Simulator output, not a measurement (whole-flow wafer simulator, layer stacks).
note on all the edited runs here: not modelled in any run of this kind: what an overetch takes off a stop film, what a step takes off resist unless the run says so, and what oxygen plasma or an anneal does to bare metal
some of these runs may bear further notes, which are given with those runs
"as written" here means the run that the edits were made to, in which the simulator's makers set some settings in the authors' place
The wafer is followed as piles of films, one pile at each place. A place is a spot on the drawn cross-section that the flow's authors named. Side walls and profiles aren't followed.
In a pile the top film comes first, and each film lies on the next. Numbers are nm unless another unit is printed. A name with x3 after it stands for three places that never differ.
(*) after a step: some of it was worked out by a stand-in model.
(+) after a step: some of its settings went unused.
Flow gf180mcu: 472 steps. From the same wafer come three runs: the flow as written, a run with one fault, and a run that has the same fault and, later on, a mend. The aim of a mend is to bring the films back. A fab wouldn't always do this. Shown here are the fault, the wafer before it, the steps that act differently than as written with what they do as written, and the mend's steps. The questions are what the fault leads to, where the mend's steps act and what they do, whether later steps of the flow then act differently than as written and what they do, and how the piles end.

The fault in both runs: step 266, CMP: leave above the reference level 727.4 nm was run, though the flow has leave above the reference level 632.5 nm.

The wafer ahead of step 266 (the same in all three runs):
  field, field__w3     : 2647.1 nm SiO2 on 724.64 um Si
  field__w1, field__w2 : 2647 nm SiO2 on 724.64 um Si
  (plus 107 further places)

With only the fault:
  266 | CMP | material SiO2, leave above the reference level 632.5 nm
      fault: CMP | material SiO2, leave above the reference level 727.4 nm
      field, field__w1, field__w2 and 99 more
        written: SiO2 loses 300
        fault: SiO2 loses 205.1
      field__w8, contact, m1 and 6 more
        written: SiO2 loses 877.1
        fault: SiO2 loses 782.2
  Steps later in the flow that act otherwise than as written (1 more step, not shown, differs only slightly: by at most 2% or 0.5 nm, whichever is larger):
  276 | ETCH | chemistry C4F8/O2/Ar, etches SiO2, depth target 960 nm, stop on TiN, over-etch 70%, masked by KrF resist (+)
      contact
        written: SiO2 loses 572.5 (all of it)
        fault: SiO2 loses 667.4 (all of it)
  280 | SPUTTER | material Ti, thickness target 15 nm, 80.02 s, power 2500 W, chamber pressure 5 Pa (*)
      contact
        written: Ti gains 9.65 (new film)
        fault: Ti gains 9.13 (new film)
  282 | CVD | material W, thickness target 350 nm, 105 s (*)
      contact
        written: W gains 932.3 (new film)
        fault: W gains 1028 (new film)
  At field__w8, contact, m1, m1__w1, m1_nw, the piles at the end differ from the flow's by more than 2% or 0.5 nm, whichever is larger.
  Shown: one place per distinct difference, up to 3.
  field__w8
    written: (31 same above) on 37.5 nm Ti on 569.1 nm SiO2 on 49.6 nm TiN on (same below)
    fault: (31 same above) on 37.5 nm Ti on 664 nm SiO2 on 49.6 nm TiN on (same below)
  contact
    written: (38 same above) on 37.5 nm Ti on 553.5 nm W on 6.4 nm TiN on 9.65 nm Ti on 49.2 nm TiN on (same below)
    fault: (38 same above) on 37.5 nm Ti on 649.3 nm W on 6.06 nm TiN on 9.13 nm Ti on 49.2 nm TiN on (same below)

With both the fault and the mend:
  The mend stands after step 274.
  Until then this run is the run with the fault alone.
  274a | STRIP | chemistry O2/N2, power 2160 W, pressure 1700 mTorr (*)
      field, field__w1, field__w2 and 107 more
        KrF resist loses 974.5 (all of it), anti-reflective coat loses 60 (all of it)
      contact
        anti-reflective coat loses 60 (all of it)
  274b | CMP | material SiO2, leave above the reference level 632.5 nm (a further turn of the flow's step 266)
      field, field__w1, field__w2 and 108 more
        SiO2 loses 94.9
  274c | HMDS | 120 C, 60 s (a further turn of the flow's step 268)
      leaves every film unchanged at each place that is followed
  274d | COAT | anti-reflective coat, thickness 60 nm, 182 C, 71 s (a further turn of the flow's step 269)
      field, field__w1, field__w2 and 108 more
        anti-reflective coat gains 60 (new film)
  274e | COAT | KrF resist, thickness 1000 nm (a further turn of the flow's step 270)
      field, field__w1, field__w2 and 108 more
        KrF resist gains 1000 (new film)
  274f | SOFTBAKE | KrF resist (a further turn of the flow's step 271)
      leaves every film unchanged at each place that is followed
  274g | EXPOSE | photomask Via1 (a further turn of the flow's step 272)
      leaves every film unchanged at each place that is followed
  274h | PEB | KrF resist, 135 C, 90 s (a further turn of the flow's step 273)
      field, field__w1, field__w2 and 108 more
        KrF resist loses 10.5
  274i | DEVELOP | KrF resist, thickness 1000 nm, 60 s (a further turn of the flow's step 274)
      field, field__w1, field__w2 and 107 more
        KrF resist loses 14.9
      contact
        KrF resist loses 989.5 (all of it)
  Every later step of the flow that is run acts as written at every place that is followed.
  The piles end the same as the flow's at every place that both follow.
